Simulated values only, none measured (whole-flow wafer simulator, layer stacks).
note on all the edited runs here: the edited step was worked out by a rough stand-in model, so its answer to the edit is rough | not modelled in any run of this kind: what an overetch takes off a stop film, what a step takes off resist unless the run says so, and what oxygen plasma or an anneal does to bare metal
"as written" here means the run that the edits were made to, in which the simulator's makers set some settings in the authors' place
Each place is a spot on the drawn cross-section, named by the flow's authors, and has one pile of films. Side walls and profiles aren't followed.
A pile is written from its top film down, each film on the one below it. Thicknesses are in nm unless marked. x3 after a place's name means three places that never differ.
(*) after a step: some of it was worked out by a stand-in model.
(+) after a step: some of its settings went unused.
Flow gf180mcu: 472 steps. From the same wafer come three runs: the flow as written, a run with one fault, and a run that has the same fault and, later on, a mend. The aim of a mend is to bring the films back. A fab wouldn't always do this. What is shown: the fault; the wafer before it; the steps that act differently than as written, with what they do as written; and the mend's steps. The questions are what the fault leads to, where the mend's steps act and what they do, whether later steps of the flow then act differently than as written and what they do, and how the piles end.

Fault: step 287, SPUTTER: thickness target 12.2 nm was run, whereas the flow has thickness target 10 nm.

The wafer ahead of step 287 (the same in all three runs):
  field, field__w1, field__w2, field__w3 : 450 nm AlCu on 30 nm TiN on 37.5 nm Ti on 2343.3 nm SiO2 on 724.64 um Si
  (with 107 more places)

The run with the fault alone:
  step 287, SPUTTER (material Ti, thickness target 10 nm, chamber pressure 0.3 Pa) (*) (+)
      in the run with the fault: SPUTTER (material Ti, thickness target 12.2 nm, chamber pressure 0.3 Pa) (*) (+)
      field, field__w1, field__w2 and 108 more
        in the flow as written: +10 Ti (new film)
        in the run with the fault: +12.2 Ti (new film)
  Steps further on in the flow that do not act as written (5 more steps, not shown, differ only slightly: by at most 2% or 0.5 nm, whichever is larger):
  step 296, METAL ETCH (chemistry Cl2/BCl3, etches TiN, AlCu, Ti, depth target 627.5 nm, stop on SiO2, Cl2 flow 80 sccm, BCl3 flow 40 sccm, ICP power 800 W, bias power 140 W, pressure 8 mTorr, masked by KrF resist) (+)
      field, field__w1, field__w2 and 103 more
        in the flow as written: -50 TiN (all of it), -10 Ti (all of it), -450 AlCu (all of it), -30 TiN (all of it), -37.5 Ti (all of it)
        in the run with the fault: -50 TiN (all of it), -12.2 Ti (all of it), -450 AlCu (all of it), -30 TiN (all of it), -37.5 Ti (all of it)
  By the end, the piles at field__w8, contact, m1, m1__w1, m1_nw depart from the flow's by more than 2% or 0.5 nm, whichever is larger.
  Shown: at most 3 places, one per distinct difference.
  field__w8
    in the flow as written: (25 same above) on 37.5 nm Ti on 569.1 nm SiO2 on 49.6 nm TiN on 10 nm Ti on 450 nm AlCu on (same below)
    in the run with the fault: (25 same above) on 37.5 nm Ti on 566.9 nm SiO2 on 49.6 nm TiN on 12.2 nm Ti on 450 nm AlCu on (same below)
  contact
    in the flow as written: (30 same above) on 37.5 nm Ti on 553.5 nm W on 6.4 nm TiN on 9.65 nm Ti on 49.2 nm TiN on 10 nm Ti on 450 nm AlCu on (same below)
    in the run with the fault: (30 same above) on 37.5 nm Ti on 551.3 nm W on 6.41 nm TiN on 9.67 nm Ti on 49.2 nm TiN on 12.2 nm Ti on 450 nm AlCu on (same below)

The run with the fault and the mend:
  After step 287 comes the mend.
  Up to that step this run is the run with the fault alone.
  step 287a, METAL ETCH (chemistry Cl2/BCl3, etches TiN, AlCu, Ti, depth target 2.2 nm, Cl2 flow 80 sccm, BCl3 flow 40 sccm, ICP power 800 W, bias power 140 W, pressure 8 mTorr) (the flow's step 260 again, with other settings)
      field, field__w1, field__w2 and 108 more
        -2.2 Ti
  Every later step of the flow that is run acts as written at every place that is followed.
  By the end, the piles equal the flow's at every place that both follow.
